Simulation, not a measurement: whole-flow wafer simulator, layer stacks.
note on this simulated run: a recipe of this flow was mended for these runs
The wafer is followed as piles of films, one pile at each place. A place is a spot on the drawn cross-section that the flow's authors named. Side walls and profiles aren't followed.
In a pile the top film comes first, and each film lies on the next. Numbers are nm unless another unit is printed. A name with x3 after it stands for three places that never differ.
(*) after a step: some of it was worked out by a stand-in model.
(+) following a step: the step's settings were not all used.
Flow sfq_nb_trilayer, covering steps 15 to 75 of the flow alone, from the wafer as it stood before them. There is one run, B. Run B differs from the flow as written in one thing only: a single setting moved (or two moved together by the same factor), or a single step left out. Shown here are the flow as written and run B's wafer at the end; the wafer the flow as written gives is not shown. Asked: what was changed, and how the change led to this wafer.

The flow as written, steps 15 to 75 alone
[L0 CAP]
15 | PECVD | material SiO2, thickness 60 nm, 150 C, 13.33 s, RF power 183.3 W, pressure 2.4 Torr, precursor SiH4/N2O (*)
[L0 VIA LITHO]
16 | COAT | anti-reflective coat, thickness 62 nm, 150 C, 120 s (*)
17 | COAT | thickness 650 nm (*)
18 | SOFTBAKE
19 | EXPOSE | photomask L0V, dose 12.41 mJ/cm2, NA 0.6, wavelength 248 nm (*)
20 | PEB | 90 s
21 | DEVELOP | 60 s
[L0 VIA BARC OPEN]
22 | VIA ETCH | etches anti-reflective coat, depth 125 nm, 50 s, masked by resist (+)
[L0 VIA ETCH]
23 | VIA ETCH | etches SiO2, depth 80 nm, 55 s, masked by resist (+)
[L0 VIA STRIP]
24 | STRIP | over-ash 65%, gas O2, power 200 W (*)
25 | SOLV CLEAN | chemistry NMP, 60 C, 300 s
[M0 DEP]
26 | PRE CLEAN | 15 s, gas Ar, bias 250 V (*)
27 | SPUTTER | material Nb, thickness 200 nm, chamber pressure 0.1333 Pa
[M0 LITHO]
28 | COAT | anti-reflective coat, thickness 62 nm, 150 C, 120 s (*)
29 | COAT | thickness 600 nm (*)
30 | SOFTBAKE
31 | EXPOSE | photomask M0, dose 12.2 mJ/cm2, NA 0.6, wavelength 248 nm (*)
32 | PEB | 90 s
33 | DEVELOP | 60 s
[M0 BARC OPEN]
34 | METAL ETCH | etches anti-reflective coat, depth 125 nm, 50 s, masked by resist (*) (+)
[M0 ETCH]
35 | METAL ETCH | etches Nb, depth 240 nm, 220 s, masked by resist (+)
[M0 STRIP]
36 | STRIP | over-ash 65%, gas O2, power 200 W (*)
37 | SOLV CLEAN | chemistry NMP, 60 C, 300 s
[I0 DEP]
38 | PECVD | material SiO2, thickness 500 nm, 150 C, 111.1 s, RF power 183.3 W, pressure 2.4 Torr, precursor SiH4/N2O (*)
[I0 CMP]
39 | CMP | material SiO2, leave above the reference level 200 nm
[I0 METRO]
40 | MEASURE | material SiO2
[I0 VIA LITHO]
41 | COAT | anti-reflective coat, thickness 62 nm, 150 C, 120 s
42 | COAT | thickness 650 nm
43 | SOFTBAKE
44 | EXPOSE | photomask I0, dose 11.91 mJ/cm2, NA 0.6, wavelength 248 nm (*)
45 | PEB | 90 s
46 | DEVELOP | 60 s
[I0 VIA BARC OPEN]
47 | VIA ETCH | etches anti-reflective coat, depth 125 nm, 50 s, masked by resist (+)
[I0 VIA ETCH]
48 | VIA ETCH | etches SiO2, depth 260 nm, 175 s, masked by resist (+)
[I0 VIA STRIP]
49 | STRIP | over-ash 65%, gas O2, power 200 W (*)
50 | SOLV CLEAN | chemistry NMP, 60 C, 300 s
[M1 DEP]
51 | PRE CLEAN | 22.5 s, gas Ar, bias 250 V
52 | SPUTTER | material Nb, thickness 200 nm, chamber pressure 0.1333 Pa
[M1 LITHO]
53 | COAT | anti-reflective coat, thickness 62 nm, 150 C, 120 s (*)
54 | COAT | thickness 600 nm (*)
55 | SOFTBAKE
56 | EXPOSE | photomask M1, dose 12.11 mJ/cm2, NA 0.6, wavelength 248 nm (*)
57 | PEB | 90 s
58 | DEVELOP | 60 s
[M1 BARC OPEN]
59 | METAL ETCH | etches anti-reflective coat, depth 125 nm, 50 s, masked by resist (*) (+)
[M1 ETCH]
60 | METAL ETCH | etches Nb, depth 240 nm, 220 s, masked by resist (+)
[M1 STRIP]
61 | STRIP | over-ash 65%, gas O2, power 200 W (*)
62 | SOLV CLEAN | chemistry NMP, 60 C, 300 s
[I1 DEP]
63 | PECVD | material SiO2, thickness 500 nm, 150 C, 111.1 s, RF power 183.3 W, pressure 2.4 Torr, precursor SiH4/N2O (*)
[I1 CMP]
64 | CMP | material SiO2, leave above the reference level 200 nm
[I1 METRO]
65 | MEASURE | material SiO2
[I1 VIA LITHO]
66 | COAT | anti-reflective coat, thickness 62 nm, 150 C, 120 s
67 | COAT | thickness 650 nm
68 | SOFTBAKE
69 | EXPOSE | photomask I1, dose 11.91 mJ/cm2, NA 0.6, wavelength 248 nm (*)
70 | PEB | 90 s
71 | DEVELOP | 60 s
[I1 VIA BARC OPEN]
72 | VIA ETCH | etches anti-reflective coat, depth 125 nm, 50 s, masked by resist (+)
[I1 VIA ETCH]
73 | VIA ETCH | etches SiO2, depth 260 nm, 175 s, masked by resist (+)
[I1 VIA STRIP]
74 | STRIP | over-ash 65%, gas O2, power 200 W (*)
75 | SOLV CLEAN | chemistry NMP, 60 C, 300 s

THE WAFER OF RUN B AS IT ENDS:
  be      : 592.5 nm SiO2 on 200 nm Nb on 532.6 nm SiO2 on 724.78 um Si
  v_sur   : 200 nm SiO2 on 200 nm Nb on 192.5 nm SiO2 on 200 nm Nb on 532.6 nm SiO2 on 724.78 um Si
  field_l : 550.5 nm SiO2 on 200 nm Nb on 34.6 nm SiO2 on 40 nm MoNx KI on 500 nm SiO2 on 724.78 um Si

The reason: step 15, PECVD: pressure 3.84 Torr was run, though the flow has pressure 2.4 Torr.

Step by step, how the change led to this:
  15 | PECVD | material SiO2, thickness 60 nm, 150 C, 13.33 s, RF power 183.3 W, pressure 2.4 Torr, precursor SiH4/N2O (*)
      v_sur, via_wl, via_w and 97 more: SiO2 gains 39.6 (as written it would have been: SiO2 gains 60)
      field_l, l0_sur, l0v, l0r_line_l, l0r_line_c, l0r_line_r: SiO2 gains 39.6 (new film) (as written it would have been: SiO2 gains 60 (new film))
  23 | VIA ETCH | etches SiO2, depth 80 nm, 55 s, masked by resist (+)
      l0v: SiO2 loses 39.2 (all of it), MoNx KI loses 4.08 (as written it would have been: SiO2 loses 59.7 (all of it), MoNx KI loses 2.03)
  27 | SPUTTER | material Nb, thickness 200 nm, chamber pressure 0.1333 Pa
      l0v: Nb gains 200 (new film) (as written it would have been: Nb gains 195.4 (new film))
  28 | COAT | anti-reflective coat, thickness 62 nm, 150 C, 120 s (*)
      ln_m6: anti-reflective coat gains 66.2 (new film) (as written it would have been: anti-reflective coat gains 67.9 (new film))
      l0_sur: anti-reflective coat gains 35.8 (new film) (as written it would have been: anti-reflective coat gains 29.3 (new film))
      (and at 1 other place as well)
  36 | STRIP | over-ash 65%, gas O2, power 200 W (*)
      ln_m6: KrF-resist-other-grade loses 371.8 (all of it), anti-reflective coat loses 66.2 (all of it) (as written it would have been: KrF-resist-other-grade loses 369.9 (all of it), anti-reflective coat loses 67.9 (all of it))
      l0_sur: KrF-resist-other-grade loses 366.5 (all of it), anti-reflective coat loses 35.8 (all of it) (as written it would have been: KrF-resist-other-grade loses 370 (all of it), anti-reflective coat loses 29.3 (all of it))
      (and at 1 other place as well)
  39 | CMP | material SiO2, leave above the reference level 200 nm
      l0v: SiO2 loses 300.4 (as written it would have been: SiO2 loses 277.4)
